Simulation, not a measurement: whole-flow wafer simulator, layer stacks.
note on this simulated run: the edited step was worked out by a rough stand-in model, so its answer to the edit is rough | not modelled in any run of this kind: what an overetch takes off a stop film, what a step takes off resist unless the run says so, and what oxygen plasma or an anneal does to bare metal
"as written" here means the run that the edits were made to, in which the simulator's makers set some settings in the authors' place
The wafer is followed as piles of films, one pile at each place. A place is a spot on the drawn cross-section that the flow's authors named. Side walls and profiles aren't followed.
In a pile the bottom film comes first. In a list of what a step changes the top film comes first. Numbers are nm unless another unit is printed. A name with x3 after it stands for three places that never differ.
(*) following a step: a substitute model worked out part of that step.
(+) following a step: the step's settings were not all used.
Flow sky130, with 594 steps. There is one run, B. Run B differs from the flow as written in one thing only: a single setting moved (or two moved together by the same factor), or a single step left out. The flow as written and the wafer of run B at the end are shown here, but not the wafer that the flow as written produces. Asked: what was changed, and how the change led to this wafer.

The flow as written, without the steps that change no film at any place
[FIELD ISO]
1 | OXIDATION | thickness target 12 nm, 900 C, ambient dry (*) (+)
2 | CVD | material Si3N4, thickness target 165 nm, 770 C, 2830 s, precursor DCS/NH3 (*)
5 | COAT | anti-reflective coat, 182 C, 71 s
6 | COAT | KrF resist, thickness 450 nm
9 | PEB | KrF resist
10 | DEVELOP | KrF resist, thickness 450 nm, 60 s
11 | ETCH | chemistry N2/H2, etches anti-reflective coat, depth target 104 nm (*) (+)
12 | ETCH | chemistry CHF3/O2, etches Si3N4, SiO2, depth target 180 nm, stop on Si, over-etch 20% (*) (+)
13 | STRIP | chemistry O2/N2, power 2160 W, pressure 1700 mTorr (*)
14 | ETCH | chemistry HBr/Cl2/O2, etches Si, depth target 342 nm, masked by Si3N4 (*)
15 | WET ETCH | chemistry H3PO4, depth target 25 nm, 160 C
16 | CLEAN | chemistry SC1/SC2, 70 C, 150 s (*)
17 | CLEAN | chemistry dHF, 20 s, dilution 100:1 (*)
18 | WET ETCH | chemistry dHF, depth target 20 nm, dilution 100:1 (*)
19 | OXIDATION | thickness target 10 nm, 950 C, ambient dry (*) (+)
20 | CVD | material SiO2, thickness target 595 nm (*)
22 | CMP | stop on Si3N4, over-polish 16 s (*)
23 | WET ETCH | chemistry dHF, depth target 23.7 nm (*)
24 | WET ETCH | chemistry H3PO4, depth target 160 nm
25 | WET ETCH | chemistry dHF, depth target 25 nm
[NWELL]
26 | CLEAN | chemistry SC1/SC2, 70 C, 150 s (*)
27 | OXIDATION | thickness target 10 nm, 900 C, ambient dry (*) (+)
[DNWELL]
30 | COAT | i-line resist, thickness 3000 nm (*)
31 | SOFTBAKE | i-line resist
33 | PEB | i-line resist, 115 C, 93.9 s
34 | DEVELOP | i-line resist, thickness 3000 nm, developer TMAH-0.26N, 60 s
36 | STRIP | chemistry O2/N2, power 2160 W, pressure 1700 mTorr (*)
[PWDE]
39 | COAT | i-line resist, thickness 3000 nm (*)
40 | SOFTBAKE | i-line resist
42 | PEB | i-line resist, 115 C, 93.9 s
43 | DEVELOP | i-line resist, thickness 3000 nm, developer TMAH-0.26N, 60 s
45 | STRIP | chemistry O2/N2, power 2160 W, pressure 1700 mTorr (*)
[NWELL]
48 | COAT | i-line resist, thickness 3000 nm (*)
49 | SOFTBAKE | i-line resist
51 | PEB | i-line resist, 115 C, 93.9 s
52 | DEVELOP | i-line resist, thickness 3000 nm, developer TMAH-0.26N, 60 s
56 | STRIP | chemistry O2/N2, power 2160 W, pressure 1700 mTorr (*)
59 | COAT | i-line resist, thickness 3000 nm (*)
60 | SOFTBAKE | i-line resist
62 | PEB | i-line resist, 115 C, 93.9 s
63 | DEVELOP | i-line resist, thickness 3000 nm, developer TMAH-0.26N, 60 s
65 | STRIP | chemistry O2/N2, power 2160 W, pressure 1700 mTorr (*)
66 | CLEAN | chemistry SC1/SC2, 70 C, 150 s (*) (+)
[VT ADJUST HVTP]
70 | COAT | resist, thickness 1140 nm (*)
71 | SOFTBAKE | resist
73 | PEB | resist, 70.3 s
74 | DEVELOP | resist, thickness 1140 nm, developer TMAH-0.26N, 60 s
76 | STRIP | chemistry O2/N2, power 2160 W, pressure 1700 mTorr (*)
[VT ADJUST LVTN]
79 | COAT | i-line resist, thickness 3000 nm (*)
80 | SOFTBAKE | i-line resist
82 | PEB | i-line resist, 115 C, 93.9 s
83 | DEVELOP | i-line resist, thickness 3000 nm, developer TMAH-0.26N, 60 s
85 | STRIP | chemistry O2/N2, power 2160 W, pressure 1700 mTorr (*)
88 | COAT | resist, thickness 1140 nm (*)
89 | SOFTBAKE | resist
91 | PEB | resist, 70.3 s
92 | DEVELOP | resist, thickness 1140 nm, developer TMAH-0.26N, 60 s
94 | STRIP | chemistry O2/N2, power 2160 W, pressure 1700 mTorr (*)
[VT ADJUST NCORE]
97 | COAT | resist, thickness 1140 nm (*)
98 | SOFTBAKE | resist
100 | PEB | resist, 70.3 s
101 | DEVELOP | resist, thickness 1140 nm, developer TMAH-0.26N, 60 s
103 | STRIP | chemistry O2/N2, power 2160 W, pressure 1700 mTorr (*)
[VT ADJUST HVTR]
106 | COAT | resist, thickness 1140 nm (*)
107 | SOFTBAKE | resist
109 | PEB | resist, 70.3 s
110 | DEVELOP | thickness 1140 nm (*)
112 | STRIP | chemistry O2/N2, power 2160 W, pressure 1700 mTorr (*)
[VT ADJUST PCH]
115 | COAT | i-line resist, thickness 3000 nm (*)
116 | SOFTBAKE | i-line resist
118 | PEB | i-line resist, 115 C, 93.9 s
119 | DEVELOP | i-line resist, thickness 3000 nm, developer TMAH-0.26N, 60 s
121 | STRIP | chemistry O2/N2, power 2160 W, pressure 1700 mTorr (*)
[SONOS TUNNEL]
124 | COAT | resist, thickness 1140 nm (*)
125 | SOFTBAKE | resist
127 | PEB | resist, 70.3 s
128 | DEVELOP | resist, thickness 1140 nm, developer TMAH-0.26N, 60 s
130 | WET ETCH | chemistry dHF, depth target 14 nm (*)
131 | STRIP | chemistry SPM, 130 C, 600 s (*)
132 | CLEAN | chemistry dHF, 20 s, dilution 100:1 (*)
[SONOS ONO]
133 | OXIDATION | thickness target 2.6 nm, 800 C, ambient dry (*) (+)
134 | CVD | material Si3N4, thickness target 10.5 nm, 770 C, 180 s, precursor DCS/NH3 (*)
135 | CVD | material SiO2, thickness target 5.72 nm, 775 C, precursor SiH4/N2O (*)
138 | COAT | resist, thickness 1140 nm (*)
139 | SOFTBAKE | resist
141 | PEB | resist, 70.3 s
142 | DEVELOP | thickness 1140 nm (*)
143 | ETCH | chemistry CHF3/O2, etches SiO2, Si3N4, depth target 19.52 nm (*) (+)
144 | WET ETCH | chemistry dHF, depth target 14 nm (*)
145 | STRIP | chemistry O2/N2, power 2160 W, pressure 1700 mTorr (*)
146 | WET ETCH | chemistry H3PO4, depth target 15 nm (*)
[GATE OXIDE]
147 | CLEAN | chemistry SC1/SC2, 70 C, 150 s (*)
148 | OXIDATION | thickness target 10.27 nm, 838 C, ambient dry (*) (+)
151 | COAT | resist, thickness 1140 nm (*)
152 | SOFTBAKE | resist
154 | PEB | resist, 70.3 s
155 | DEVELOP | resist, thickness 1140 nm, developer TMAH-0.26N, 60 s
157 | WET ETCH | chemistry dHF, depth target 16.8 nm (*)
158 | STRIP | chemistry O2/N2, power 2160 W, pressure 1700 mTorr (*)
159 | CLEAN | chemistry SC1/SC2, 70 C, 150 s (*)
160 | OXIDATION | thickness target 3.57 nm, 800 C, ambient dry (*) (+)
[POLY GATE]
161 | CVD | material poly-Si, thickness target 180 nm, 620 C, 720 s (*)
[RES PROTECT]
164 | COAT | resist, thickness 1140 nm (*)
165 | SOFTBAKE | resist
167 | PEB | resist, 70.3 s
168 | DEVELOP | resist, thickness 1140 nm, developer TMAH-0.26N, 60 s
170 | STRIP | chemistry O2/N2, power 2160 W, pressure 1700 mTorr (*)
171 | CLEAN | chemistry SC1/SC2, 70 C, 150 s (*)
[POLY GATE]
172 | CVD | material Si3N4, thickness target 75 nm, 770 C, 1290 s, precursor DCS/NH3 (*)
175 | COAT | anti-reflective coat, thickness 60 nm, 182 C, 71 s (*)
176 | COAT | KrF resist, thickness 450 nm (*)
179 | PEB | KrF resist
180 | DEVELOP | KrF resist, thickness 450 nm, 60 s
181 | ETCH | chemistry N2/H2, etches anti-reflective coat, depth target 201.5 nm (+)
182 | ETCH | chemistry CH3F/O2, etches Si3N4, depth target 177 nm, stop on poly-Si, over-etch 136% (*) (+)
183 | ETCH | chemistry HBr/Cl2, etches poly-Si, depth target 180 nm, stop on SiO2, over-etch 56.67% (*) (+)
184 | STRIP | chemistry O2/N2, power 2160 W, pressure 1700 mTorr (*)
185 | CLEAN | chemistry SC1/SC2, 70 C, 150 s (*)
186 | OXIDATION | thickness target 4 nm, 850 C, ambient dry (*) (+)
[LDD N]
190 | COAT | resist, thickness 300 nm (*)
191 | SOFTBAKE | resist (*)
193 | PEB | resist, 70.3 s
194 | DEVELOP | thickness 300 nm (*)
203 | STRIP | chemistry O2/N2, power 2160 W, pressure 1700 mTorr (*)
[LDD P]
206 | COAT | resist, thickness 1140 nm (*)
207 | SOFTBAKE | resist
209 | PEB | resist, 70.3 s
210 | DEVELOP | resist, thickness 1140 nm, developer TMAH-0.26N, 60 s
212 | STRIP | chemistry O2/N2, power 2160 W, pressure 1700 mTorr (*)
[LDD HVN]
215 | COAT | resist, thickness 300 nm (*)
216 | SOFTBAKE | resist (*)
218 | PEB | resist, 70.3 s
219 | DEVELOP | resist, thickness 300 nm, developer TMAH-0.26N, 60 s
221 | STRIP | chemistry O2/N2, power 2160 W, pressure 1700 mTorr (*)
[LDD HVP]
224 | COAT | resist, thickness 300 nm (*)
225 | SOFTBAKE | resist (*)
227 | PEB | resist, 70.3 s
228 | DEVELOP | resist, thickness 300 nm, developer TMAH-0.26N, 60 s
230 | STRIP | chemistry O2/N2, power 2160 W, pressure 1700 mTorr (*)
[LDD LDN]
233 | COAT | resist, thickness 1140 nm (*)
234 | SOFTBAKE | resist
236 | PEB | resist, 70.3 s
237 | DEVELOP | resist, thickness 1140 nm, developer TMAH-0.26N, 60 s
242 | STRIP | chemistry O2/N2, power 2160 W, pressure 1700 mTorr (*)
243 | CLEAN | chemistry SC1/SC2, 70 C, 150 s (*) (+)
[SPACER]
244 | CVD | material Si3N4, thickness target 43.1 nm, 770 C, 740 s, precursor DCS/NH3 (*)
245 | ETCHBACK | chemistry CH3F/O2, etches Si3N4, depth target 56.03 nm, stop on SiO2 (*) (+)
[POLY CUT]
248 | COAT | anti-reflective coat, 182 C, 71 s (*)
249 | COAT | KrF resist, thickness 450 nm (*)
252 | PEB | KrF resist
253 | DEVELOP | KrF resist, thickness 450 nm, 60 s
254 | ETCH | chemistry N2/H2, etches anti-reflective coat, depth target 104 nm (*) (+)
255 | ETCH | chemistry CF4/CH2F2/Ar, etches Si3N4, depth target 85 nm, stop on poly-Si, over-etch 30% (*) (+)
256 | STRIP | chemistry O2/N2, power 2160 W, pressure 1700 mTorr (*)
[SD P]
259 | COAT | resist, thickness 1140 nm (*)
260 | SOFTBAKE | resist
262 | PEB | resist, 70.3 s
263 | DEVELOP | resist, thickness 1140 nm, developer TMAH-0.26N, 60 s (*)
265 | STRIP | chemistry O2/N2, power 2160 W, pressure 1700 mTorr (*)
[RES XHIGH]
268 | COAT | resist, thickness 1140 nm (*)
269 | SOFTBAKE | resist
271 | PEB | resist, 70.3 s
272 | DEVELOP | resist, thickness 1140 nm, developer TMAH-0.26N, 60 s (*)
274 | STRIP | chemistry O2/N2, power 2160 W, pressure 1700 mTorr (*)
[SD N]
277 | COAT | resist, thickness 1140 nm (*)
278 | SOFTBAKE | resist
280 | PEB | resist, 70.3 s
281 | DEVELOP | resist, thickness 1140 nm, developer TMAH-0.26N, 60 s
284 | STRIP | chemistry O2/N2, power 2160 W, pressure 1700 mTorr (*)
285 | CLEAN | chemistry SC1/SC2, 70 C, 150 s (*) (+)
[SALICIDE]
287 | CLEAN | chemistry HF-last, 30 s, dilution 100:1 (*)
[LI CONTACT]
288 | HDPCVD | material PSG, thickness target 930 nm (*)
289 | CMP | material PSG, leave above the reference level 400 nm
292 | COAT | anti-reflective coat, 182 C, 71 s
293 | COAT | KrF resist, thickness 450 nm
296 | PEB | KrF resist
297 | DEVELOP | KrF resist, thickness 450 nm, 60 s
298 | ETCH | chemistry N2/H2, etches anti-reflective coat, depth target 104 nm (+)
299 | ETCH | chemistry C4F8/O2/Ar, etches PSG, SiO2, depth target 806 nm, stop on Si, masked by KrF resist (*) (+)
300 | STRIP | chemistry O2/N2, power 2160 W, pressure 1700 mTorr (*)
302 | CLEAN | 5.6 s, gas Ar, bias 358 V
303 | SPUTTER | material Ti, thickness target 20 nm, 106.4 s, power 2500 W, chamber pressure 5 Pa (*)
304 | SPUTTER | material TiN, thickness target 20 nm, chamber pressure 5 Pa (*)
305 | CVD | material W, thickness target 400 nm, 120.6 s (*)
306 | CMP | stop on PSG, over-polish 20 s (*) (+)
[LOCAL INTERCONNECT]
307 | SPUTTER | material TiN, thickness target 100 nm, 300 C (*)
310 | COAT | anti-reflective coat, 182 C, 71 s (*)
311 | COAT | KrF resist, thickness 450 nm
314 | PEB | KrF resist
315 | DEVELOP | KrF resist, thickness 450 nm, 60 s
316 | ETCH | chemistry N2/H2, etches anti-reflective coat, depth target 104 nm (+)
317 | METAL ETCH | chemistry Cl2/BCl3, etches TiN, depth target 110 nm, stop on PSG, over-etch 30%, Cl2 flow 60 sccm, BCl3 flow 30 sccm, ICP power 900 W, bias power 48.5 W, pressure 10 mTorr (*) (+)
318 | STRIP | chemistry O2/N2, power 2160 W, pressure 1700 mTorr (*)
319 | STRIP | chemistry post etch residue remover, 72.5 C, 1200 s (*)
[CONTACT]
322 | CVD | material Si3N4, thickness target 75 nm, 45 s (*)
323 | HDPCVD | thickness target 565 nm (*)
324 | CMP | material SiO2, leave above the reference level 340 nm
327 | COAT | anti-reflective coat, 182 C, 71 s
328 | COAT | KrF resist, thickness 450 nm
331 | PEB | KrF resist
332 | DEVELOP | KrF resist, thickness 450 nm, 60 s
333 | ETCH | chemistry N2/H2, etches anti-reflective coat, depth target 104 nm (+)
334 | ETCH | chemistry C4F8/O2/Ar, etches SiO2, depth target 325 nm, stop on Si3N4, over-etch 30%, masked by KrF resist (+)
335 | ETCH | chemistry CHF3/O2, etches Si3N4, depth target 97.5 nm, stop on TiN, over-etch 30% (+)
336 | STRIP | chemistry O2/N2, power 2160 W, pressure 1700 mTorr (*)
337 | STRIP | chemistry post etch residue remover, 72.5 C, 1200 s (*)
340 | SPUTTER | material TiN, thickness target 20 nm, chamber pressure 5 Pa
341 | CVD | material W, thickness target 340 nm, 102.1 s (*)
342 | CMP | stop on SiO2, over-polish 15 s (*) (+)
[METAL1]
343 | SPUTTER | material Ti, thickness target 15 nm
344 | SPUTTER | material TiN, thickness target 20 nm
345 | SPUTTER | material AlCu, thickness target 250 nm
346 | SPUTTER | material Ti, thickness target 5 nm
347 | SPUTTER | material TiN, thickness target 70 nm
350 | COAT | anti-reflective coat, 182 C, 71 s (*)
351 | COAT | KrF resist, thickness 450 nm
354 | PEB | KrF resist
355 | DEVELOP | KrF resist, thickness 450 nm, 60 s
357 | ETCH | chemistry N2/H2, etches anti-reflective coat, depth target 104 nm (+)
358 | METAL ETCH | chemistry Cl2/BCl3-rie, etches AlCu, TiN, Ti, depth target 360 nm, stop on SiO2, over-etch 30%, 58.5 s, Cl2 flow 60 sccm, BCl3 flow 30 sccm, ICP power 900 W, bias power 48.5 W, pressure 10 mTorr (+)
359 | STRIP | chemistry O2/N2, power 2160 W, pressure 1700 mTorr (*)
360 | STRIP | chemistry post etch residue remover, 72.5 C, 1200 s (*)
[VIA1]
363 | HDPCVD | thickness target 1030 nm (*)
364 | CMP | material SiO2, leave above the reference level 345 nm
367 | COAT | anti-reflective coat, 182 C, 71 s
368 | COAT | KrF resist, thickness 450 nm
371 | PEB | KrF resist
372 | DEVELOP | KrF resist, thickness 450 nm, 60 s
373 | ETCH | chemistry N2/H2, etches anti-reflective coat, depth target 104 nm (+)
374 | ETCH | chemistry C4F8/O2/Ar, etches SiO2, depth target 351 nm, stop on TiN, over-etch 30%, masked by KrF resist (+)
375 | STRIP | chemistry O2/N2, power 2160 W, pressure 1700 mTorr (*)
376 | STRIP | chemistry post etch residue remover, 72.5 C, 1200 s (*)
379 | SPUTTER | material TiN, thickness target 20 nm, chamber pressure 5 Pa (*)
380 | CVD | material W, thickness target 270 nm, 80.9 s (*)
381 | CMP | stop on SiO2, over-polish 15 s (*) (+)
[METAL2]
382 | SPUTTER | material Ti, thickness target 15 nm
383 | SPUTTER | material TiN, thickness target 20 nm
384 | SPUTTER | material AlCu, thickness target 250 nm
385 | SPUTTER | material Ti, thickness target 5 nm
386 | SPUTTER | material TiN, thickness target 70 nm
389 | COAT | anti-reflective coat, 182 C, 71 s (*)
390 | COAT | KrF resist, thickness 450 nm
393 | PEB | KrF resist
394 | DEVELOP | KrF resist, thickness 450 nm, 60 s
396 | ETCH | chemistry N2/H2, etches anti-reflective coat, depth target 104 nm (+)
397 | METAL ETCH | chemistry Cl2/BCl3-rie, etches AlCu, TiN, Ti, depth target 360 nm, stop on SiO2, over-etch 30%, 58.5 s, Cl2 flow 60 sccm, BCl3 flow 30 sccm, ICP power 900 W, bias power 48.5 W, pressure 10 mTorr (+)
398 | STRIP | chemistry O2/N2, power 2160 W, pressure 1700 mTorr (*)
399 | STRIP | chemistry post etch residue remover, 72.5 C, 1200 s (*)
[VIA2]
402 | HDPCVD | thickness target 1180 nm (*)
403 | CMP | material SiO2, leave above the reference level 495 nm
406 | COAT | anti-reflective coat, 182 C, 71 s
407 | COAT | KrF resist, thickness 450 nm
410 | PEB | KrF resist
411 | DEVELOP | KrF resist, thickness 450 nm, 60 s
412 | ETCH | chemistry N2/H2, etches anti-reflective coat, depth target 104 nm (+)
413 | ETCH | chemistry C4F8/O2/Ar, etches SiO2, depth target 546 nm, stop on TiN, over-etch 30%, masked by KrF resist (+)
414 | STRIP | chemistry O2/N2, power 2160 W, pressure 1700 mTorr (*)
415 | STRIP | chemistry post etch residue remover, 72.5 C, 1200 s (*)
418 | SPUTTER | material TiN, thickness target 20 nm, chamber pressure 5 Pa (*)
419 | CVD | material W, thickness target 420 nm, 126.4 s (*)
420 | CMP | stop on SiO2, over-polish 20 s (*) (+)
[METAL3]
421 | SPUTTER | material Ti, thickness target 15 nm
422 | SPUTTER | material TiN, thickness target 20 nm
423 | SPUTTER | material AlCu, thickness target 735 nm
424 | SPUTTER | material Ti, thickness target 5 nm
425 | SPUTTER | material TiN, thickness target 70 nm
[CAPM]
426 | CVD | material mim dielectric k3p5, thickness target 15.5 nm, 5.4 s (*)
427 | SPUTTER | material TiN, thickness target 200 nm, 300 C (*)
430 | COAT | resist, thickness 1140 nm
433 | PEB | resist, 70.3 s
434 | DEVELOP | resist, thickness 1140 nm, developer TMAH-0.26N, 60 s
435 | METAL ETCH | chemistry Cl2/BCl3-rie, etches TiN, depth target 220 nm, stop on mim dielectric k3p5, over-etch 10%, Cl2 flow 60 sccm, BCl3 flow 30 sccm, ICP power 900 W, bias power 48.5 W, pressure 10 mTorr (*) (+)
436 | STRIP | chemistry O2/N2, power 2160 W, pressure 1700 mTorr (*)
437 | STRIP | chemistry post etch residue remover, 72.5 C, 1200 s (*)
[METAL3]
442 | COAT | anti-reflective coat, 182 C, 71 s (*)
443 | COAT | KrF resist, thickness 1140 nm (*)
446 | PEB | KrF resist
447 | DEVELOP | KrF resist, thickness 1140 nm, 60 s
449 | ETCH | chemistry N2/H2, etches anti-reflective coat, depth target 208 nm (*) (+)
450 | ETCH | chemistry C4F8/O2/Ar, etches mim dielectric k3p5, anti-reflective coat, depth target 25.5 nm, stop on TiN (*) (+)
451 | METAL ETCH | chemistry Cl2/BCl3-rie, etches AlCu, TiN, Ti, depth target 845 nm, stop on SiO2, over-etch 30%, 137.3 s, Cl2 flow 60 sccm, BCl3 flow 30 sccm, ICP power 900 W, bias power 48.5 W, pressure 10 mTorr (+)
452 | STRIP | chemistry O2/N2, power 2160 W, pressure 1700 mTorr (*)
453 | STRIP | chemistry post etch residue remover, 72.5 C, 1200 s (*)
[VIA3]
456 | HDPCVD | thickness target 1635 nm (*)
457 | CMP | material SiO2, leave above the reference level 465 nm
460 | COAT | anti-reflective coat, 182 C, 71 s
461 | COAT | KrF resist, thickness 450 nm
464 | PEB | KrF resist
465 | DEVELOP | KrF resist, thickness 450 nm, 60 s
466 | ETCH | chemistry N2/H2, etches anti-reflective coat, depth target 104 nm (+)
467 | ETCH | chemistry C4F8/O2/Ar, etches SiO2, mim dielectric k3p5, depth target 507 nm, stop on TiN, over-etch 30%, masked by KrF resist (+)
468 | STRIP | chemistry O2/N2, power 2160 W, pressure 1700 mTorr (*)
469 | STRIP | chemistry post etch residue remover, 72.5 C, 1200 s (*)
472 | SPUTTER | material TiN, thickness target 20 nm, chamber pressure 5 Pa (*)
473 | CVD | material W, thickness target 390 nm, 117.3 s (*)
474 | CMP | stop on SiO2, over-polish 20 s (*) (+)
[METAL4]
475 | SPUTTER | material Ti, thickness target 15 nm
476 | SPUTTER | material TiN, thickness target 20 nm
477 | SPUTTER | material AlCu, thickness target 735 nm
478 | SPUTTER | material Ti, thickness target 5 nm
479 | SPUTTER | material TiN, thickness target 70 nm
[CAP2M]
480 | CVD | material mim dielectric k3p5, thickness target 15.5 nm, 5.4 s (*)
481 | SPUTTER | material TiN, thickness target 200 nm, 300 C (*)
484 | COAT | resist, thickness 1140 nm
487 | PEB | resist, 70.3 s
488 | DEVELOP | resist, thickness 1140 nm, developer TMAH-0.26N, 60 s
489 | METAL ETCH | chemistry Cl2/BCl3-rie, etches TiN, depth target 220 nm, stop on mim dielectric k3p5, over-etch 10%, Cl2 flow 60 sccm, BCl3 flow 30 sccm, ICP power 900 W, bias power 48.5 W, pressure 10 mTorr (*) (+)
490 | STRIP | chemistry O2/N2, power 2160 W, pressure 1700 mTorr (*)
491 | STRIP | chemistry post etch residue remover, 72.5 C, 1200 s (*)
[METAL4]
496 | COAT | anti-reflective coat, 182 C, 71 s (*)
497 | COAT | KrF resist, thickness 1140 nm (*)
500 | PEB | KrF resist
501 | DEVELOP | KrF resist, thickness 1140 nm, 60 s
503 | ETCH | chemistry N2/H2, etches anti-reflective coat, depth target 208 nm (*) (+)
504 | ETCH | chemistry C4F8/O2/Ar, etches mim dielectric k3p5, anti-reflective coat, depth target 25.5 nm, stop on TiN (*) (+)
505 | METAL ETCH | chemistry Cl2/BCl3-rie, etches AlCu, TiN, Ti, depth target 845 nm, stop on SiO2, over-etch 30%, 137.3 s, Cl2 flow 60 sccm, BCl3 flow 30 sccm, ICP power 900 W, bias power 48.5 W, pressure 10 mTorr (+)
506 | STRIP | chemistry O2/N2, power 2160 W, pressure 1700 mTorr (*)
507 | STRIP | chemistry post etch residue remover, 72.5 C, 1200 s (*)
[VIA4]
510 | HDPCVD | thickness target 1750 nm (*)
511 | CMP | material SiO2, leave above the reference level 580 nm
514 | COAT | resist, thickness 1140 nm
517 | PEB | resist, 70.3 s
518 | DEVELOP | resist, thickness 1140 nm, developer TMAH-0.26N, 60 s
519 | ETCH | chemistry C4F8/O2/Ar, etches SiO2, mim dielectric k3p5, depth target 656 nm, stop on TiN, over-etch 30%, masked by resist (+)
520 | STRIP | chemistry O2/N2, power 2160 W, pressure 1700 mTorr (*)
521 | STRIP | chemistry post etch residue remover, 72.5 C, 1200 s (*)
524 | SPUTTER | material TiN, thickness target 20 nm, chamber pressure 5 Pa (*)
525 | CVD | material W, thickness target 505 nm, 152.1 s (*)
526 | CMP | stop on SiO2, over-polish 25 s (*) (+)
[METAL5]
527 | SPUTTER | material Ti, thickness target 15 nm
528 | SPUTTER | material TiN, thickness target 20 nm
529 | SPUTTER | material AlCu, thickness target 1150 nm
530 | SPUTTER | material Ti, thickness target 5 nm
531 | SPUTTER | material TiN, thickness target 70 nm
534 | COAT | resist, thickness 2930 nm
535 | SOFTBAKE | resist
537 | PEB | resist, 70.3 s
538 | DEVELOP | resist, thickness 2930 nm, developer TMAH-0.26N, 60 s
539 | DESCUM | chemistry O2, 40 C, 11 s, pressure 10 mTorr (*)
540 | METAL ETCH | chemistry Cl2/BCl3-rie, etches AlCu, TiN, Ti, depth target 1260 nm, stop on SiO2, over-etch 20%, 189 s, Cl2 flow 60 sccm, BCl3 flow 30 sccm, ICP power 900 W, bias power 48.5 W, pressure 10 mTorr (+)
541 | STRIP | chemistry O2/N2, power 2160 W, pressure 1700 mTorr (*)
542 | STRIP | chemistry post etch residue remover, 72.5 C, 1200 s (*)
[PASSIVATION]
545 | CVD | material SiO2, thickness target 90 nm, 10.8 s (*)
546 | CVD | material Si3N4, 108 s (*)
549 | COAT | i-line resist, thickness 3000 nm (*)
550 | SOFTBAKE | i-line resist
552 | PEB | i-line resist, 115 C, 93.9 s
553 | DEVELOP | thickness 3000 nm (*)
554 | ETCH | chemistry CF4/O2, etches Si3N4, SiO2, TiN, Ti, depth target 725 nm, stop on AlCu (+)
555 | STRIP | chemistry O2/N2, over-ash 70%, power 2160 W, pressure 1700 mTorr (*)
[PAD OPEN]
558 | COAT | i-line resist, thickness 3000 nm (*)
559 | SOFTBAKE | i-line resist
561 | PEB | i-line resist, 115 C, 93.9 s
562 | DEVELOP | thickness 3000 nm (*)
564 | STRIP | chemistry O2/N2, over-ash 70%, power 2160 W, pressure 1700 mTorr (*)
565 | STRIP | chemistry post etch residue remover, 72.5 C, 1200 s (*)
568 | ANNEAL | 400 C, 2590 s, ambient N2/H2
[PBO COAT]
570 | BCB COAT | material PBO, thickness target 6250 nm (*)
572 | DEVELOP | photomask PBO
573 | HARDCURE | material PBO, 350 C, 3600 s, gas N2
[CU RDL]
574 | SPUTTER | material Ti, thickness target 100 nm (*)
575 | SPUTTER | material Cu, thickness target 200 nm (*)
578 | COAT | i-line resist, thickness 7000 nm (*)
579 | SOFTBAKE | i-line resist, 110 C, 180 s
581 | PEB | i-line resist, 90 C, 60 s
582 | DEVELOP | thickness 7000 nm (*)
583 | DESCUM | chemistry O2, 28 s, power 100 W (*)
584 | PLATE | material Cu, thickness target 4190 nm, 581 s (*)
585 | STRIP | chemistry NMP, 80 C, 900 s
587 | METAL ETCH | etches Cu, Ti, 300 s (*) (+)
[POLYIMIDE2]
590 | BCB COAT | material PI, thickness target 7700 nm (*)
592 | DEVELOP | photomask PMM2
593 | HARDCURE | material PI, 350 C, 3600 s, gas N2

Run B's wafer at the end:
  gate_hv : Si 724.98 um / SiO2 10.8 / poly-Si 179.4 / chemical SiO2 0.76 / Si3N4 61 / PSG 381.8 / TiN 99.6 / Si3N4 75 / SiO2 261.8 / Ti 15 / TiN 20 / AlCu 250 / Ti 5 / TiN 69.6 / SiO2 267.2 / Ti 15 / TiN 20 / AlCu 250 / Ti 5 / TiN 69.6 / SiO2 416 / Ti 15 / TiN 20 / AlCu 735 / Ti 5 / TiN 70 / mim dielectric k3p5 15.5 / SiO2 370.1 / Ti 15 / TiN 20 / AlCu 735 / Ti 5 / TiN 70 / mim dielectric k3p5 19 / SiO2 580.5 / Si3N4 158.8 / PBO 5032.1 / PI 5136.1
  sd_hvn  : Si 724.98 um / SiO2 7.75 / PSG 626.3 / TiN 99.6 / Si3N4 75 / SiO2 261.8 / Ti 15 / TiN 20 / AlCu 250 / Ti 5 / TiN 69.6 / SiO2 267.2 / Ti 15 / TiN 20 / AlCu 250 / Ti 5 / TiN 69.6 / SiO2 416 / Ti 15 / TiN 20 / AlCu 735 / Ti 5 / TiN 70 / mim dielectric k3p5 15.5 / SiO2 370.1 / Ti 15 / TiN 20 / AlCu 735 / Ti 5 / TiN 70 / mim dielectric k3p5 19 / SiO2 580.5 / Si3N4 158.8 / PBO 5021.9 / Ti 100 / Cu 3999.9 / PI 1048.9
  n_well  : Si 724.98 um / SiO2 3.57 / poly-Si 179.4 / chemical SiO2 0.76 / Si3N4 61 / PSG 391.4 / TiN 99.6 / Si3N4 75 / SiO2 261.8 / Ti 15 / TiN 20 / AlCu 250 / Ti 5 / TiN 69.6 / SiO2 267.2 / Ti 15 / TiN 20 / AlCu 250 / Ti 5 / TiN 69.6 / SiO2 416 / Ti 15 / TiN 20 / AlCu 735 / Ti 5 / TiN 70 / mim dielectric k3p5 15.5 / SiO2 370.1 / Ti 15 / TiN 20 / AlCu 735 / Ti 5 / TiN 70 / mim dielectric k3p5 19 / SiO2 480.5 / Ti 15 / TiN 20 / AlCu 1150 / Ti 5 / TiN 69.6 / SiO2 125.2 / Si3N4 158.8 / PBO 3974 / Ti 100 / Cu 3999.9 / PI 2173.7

Cause: step 480, CVD: thickness target 19 nm was run, though the flow has thickness target 15.5 nm; step 480, CVD: 6.62 s was run, where the flow has 5.4 s.
One can read it off the wafer: gate_hv has mim dielectric k3p5 19, and step 480 as written asks for 15.5 nm.

How this came from the change, step by step:
  480 | CVD | material mim dielectric k3p5, thickness target 15.5 nm, 5.4 s (*)
      field, active, n_well and 189 more: mim dielectric k3p5 gains 19 (new film) (it would be, as written: mim dielectric k3p5 gains 15.5 (new film))
  504 | ETCH | chemistry C4F8/O2/Ar, etches mim dielectric k3p5, anti-reflective coat, depth target 25.5 nm, stop on TiN (*) (+)
      n_well, p_well, gate_hv and 102 more: KrF resist loses 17 (it would be, as written: KrF resist loses 15.5)
      field, active, gate and 85 more: mim dielectric k3p5 loses 19 (all of it) (it would be, as written: mim dielectric k3p5 loses 15.5 (all of it))
  519 | ETCH | chemistry C4F8/O2/Ar, etches SiO2, mim dielectric k3p5, depth target 656 nm, stop on TiN, over-etch 30%, masked by resist (+)
      m1: SiO2 loses 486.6 (all of it), mim dielectric k3p5 loses 19 (all of it) (it would be, as written: SiO2 loses 490.1 (all of it), mim dielectric k3p5 loses 15.5 (all of it))
      via4_hole: SiO2 loses 486 (all of it), mim dielectric k3p5 loses 19 (all of it) (it would be, as written: SiO2 loses 489.5 (all of it), mim dielectric k3p5 loses 15.5 (all of it))
